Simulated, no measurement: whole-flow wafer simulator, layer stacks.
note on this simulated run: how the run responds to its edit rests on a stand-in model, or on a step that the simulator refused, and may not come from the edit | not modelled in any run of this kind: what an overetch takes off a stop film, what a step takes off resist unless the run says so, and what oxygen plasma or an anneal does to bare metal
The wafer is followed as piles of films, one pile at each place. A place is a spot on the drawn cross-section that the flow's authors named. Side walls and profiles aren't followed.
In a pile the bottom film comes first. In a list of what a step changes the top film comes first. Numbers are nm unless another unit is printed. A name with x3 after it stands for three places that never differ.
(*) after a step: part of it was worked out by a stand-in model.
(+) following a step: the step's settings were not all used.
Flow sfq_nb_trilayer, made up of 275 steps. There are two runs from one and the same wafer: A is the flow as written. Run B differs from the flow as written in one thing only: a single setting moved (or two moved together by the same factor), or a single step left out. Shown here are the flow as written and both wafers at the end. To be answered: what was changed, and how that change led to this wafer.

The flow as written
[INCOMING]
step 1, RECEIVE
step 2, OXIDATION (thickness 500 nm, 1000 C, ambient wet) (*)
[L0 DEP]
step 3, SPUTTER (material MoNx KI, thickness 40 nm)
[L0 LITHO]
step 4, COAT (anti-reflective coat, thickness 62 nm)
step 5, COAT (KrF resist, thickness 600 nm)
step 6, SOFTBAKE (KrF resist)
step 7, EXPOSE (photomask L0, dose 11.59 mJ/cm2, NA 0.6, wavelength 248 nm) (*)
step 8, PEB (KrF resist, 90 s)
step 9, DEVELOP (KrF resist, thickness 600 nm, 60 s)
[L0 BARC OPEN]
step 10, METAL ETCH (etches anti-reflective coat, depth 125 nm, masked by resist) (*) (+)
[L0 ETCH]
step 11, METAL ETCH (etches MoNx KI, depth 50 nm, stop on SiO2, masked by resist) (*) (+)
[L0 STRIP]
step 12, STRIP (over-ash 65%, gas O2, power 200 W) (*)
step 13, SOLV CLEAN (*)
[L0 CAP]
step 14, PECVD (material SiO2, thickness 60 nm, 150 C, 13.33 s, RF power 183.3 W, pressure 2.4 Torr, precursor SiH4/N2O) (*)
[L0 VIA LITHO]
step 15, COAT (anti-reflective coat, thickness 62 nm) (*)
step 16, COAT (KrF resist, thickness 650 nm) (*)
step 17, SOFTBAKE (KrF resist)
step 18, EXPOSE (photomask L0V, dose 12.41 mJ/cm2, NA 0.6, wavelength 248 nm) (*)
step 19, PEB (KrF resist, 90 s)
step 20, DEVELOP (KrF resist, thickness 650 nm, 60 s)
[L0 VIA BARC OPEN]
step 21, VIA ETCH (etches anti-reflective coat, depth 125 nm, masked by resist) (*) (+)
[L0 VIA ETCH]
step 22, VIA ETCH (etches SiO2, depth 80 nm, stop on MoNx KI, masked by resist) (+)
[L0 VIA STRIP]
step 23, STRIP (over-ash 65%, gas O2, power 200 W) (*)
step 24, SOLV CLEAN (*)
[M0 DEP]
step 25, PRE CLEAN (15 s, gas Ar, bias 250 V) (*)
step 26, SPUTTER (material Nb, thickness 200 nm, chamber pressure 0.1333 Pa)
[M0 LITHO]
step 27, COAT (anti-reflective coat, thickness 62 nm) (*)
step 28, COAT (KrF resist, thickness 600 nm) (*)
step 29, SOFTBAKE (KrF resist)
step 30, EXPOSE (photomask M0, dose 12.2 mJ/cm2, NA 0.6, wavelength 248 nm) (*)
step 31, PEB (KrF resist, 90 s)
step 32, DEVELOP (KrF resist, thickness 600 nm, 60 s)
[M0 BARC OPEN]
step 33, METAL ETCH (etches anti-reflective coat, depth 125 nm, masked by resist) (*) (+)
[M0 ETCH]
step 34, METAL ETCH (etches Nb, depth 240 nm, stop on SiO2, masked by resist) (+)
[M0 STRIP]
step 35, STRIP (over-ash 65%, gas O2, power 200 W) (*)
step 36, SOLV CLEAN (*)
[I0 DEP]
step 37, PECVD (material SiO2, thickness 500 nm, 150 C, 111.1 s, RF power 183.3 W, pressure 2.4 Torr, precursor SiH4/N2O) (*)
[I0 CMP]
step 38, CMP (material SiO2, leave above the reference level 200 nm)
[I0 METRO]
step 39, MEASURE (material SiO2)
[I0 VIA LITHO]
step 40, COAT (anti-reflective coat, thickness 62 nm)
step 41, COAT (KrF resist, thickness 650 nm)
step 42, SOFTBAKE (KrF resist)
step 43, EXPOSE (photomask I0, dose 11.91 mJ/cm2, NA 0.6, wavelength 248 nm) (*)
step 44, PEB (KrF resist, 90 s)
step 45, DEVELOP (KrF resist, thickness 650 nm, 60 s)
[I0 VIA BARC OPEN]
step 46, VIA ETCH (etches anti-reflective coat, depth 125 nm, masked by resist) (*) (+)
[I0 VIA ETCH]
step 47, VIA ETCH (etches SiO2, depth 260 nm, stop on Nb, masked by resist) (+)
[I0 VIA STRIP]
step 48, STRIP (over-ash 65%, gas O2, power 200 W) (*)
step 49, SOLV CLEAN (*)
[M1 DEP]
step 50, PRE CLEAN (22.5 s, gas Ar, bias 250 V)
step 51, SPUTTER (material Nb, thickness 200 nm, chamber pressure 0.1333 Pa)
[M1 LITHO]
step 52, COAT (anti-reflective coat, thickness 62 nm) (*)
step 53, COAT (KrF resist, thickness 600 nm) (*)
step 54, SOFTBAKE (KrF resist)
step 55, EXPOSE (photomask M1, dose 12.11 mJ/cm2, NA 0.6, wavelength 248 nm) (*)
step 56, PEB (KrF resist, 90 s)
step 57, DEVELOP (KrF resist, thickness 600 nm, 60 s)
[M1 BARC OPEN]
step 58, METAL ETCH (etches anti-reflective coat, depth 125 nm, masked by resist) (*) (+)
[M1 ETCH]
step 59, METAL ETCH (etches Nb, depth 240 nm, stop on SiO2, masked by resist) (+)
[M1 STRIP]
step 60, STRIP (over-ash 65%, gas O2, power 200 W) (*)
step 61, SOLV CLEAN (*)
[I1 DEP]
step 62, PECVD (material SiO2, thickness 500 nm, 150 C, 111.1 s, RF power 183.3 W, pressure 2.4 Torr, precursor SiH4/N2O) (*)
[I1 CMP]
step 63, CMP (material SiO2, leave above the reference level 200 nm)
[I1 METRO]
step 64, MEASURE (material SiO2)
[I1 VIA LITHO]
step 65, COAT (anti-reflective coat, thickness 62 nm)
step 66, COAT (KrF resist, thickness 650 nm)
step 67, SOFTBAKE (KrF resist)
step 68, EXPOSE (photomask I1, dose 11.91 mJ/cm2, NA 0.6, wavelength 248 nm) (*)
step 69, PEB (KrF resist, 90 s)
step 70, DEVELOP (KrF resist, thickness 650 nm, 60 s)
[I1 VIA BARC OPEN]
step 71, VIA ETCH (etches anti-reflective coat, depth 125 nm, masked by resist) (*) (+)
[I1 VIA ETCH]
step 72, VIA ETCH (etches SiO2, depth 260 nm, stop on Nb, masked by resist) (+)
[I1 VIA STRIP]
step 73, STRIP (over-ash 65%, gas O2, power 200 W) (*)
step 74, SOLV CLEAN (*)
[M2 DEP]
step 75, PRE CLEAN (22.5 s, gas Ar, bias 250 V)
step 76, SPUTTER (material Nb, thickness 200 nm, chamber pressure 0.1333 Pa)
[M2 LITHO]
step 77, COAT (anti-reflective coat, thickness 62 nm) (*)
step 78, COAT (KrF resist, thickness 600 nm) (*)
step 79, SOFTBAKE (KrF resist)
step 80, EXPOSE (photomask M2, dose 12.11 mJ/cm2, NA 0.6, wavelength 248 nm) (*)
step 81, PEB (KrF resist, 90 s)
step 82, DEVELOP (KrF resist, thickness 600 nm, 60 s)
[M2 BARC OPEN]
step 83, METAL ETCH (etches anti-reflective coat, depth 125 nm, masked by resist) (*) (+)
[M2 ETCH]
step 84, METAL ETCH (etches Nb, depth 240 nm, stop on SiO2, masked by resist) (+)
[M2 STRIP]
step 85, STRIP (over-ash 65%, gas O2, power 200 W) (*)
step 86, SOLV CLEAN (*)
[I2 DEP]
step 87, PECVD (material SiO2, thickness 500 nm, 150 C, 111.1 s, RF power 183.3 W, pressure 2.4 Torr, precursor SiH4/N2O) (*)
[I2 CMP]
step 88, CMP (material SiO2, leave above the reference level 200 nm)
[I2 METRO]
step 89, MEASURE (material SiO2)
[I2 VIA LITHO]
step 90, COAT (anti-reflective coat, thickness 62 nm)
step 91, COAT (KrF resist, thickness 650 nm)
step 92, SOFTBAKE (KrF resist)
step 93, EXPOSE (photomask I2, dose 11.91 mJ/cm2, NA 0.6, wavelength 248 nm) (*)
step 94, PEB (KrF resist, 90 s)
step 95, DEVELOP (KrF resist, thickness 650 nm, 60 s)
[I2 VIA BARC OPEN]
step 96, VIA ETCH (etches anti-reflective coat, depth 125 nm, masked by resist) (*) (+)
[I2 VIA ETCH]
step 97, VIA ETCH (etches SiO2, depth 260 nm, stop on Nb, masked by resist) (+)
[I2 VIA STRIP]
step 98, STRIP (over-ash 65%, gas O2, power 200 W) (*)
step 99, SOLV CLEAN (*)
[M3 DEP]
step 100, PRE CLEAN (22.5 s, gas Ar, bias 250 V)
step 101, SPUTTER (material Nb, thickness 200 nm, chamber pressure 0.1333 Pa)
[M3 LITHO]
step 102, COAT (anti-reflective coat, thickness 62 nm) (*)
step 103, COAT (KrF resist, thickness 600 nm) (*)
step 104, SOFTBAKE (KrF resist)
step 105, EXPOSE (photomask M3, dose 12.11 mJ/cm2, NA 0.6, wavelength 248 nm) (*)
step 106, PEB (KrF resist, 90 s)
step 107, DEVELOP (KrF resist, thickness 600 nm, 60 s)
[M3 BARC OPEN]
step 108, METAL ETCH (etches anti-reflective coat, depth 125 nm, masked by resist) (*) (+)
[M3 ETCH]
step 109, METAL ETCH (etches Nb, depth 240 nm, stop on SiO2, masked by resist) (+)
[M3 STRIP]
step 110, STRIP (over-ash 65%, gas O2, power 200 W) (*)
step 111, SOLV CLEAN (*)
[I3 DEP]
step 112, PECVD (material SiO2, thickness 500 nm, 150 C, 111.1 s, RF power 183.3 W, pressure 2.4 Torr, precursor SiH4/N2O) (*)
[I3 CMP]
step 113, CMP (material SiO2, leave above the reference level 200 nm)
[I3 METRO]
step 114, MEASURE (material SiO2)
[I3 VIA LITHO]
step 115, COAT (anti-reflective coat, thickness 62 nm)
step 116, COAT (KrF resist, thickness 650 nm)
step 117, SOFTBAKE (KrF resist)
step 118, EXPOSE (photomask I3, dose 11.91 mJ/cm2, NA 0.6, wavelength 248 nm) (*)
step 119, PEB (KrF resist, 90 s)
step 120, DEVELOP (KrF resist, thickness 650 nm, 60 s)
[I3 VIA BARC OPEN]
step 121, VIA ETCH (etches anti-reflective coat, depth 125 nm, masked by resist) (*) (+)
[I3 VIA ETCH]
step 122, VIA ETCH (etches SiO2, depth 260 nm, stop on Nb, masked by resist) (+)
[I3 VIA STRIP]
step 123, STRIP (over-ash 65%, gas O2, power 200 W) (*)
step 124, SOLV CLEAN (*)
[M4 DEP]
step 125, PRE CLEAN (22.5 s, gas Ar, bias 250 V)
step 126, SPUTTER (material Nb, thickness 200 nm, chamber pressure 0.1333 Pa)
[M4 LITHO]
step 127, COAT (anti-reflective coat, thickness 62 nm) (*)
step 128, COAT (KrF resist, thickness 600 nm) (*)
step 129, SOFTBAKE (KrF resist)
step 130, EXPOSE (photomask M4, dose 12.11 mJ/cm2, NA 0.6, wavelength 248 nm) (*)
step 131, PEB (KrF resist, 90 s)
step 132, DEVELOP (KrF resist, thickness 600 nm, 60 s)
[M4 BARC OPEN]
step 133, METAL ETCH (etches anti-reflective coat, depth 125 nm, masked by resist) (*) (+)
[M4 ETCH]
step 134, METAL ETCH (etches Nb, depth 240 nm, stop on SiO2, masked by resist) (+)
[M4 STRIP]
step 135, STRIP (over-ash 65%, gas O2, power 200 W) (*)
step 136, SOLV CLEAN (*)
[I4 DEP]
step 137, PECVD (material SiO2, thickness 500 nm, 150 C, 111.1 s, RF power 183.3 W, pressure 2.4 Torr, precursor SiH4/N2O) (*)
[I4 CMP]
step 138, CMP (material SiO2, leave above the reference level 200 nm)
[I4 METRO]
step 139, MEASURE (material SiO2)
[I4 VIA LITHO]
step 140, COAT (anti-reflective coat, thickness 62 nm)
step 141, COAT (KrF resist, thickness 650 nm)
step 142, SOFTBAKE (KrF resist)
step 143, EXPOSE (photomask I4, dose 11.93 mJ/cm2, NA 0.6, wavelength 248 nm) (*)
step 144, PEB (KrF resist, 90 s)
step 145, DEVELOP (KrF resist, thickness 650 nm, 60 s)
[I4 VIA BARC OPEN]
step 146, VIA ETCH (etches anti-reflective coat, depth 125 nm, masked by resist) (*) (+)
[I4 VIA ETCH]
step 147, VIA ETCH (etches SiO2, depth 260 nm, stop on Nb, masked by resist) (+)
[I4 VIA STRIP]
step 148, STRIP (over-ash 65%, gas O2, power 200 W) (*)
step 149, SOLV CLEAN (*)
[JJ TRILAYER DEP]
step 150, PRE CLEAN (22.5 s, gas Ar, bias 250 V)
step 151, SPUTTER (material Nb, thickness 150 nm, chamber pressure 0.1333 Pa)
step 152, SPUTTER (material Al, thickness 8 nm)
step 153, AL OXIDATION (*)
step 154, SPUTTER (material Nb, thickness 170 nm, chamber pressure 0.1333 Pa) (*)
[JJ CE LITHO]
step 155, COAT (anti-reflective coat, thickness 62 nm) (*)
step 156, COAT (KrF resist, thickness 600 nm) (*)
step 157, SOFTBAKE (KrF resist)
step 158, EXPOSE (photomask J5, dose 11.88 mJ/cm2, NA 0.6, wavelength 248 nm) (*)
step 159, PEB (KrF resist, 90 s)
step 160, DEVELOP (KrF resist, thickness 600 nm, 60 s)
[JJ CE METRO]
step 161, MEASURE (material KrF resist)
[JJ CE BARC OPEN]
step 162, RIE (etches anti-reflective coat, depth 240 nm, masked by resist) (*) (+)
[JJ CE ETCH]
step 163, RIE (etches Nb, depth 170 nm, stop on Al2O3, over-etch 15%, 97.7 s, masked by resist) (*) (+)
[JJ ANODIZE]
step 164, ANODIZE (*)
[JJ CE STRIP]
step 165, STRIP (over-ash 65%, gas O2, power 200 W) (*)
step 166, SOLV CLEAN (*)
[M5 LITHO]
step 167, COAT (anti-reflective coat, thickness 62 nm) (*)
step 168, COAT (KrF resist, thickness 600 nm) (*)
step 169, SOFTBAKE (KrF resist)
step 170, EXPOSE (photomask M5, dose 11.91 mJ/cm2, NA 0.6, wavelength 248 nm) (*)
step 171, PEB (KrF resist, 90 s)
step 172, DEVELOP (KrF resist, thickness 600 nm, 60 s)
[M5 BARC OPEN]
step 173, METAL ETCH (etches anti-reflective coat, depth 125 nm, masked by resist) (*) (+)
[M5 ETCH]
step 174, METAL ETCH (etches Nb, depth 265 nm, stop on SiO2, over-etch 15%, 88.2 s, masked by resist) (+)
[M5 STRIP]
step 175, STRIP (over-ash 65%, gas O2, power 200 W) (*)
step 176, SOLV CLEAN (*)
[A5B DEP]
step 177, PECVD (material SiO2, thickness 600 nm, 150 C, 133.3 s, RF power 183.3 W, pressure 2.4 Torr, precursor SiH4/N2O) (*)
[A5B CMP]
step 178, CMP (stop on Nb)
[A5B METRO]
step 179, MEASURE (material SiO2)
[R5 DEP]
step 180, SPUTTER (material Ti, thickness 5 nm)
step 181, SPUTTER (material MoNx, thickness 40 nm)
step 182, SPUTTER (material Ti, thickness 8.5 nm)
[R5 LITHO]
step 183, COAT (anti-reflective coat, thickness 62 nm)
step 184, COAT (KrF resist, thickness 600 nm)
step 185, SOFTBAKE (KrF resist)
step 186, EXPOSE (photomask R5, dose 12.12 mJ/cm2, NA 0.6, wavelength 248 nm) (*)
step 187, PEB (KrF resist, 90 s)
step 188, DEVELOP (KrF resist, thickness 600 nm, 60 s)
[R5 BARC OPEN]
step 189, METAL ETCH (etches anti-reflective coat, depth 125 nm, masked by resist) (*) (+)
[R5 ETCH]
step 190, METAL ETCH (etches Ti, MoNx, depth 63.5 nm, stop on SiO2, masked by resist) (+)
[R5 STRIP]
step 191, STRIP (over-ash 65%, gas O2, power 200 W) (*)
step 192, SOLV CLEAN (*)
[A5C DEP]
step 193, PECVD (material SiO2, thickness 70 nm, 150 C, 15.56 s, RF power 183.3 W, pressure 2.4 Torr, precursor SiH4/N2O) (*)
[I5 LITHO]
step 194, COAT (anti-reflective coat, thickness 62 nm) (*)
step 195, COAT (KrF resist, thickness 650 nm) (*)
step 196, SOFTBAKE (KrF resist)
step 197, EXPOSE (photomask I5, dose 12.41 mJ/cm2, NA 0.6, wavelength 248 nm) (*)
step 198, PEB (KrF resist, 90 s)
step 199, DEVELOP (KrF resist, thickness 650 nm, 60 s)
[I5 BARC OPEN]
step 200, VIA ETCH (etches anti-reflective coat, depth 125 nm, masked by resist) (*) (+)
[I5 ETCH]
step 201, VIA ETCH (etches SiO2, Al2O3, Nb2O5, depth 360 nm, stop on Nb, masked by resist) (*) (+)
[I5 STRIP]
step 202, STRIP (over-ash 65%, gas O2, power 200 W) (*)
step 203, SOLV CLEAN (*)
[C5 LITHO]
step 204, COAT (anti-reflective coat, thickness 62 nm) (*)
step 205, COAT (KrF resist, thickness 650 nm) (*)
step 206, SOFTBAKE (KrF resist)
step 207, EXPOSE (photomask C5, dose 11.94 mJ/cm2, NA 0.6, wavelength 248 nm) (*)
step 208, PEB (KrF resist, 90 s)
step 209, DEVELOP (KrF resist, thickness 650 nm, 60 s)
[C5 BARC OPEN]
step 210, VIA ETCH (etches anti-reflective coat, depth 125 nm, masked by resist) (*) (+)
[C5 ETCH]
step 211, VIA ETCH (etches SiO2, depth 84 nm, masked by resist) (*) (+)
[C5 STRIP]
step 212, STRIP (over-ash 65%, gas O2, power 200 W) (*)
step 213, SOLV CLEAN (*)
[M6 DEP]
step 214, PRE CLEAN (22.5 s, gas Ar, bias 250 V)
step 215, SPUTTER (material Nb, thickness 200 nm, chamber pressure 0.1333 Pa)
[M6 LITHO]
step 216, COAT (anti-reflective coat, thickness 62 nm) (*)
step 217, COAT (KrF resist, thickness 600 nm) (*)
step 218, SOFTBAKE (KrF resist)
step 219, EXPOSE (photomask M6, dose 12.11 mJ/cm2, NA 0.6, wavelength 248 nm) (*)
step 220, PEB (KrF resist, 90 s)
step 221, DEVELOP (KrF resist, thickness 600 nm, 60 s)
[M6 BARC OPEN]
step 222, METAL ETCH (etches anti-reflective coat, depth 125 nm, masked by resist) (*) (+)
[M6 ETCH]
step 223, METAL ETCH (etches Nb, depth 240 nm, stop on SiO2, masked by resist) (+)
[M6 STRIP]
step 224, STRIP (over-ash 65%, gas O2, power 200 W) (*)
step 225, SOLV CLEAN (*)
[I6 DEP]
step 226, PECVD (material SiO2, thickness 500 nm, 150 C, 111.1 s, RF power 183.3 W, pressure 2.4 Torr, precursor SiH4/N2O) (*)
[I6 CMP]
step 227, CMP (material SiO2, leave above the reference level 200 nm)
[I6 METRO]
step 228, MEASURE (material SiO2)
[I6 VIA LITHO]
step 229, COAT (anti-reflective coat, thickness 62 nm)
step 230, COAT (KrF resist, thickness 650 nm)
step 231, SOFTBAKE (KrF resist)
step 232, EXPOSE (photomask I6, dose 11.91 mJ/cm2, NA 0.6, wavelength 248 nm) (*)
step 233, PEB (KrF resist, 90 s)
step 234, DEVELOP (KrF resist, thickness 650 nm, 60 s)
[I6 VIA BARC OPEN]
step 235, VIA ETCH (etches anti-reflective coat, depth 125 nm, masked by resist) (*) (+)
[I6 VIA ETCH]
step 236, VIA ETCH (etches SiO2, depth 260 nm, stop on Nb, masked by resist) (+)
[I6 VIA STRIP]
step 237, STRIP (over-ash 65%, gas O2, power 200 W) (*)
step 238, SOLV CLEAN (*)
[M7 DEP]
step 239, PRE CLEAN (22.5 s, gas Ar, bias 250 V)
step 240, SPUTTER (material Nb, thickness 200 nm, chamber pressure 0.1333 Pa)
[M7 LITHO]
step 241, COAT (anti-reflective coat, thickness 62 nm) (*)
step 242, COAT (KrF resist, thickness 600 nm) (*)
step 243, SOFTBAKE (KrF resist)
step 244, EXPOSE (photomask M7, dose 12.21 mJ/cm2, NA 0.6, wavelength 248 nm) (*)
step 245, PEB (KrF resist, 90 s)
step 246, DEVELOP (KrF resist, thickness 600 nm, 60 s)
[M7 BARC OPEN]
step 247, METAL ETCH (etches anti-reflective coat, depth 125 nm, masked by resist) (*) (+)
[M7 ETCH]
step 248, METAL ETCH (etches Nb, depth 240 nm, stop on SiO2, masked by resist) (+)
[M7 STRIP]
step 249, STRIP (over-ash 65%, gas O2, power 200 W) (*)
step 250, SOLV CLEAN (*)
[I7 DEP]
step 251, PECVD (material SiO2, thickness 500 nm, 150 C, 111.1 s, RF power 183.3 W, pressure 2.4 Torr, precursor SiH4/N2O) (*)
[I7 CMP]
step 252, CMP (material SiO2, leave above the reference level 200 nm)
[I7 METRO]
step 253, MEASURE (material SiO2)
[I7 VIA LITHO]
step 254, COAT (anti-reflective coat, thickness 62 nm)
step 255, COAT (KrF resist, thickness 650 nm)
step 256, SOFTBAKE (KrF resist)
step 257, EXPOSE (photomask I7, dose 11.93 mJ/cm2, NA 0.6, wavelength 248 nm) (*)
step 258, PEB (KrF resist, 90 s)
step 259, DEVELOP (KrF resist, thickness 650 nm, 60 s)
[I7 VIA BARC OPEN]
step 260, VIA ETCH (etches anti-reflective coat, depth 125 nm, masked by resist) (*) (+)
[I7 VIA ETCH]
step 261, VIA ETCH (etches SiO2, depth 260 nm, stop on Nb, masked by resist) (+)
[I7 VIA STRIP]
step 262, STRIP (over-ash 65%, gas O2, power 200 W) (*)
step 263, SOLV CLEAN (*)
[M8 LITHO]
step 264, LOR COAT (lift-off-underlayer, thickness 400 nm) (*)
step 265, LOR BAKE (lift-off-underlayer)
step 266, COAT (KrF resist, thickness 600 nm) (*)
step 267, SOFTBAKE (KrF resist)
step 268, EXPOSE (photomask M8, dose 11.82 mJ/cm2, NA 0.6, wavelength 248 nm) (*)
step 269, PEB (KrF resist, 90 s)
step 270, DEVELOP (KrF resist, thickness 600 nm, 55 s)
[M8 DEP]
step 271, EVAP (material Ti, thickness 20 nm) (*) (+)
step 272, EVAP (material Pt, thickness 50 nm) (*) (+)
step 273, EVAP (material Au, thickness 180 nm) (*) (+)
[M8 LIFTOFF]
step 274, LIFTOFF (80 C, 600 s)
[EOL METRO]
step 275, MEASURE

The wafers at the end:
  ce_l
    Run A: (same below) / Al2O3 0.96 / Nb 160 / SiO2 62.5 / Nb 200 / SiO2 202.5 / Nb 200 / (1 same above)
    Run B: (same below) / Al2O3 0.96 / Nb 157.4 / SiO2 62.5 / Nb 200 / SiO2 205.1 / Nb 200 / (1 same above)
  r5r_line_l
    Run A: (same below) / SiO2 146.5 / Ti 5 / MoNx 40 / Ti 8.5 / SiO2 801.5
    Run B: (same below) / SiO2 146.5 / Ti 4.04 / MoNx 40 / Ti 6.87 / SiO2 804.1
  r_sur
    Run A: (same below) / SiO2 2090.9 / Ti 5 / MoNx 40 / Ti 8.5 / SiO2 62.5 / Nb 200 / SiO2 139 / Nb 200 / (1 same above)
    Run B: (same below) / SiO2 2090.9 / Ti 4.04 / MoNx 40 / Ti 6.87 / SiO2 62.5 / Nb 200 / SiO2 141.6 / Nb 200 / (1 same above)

What caused this: step 180, SPUTTER: thickness 4.04 nm was run, while the flow as written has thickness 5 nm; step 182, SPUTTER: thickness 6.868 nm was run, where the flow has thickness 8.5 nm.
The wafer itself shows it: r5r_line_l has Ti 4.04, and step 180 as written asks for 5 nm.

The path from the change to this, step by step:
  step 180, SPUTTER (material Ti, thickness 5 nm)
      field_l, v_sur, via_wl and 103 more: A Ti gains 5 (new film) | B Ti gains 4.04 (new film)
  step 182, SPUTTER (material Ti, thickness 8.5 nm)
      field_l, v_sur, via_wl and 103 more: A Ti gains 8.5 (new film) | B Ti gains 6.87 (new film)
  step 190, METAL ETCH (etches Ti, MoNx, depth 63.5 nm, stop on SiO2, masked by resist) (+)
      field_l, v_sur, via_wl and 92 more: A Ti loses 8.5 (all of it), MoNx loses 40 (all of it), Ti loses 5 (all of it) | B Ti loses 6.87 (all of it), MoNx loses 40 (all of it), Ti loses 4.04 (all of it)
      ce_l, c5j, ce_r, wl_jj: A Ti loses 8.5 (all of it), MoNx loses 40 (all of it), Ti loses 5 (all of it), Nb loses 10 | B Ti loses 6.87 (all of it), MoNx loses 40 (all of it), Ti loses 4.04 (all of it), Nb loses 12.6
